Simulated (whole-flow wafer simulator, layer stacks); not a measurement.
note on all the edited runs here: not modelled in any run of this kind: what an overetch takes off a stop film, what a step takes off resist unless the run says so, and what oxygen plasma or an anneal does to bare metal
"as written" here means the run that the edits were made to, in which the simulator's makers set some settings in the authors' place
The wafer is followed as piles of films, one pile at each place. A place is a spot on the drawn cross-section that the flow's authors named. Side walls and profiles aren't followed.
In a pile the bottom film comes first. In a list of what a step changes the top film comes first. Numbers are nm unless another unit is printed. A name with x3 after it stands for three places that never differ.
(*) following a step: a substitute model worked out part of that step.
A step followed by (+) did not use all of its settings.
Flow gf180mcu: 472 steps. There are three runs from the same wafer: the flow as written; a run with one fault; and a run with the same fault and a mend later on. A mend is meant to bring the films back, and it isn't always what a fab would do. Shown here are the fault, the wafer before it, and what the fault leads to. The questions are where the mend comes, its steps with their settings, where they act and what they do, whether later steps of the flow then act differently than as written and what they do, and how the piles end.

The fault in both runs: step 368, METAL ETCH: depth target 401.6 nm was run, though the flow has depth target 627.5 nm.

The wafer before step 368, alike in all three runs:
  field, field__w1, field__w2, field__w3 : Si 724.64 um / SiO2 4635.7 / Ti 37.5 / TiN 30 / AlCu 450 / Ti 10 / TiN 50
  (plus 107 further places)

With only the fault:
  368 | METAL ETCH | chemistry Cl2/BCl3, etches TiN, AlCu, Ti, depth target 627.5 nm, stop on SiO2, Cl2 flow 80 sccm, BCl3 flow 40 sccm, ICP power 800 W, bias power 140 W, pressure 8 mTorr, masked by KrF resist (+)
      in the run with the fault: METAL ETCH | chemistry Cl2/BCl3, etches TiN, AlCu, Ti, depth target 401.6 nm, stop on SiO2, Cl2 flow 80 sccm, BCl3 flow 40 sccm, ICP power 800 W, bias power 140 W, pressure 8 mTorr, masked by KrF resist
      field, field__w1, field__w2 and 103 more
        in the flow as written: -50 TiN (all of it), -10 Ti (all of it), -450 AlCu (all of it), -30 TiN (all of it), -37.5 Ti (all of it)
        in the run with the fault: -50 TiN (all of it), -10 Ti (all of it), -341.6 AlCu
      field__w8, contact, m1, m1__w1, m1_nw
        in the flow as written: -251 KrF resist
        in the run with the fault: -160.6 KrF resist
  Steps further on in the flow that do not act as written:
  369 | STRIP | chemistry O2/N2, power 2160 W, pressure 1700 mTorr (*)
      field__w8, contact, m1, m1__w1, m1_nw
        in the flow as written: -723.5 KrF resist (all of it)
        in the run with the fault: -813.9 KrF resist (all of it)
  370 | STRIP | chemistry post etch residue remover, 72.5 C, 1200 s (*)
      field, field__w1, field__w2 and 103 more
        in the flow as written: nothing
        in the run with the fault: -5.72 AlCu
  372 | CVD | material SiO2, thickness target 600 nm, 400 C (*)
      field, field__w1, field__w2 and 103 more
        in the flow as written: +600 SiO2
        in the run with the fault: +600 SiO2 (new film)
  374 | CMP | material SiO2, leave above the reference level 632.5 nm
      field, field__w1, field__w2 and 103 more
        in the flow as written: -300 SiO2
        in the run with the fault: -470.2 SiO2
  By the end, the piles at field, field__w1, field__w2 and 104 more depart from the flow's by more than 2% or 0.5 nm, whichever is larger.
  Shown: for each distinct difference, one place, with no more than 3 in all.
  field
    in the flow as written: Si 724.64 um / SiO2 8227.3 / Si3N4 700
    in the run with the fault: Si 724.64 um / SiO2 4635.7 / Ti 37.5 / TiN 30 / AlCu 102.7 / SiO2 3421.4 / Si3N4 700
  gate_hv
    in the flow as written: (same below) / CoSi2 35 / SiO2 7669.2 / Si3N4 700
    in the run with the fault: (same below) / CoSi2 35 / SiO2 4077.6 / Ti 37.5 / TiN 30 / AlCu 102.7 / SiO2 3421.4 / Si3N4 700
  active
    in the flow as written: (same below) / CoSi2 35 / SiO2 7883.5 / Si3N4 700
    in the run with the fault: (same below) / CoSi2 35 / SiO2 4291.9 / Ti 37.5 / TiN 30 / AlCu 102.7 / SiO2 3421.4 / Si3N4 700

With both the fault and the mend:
  After step 368 comes the mend.
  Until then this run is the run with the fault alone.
  368a | METAL ETCH | chemistry Cl2/BCl3, etches TiN, AlCu, Ti, depth target 225.9 nm, stop on SiO2, Cl2 flow 80 sccm, BCl3 flow 40 sccm, ICP power 800 W, bias power 140 W, pressure 8 mTorr, masked by KrF resist (+) (the flow's step 368, run once more with other settings)
      field, field__w1, field__w2 and 103 more
        -108.4 AlCu (all of it), -30 TiN (all of it), -37.5 Ti (all of it)
      field__w8, contact, m1, m1__w1, m1_nw
        -90.4 KrF resist
  Every later step of the flow that is run acts as written at every place that is followed.
  The piles end the same as the flow's at every place that both follow.
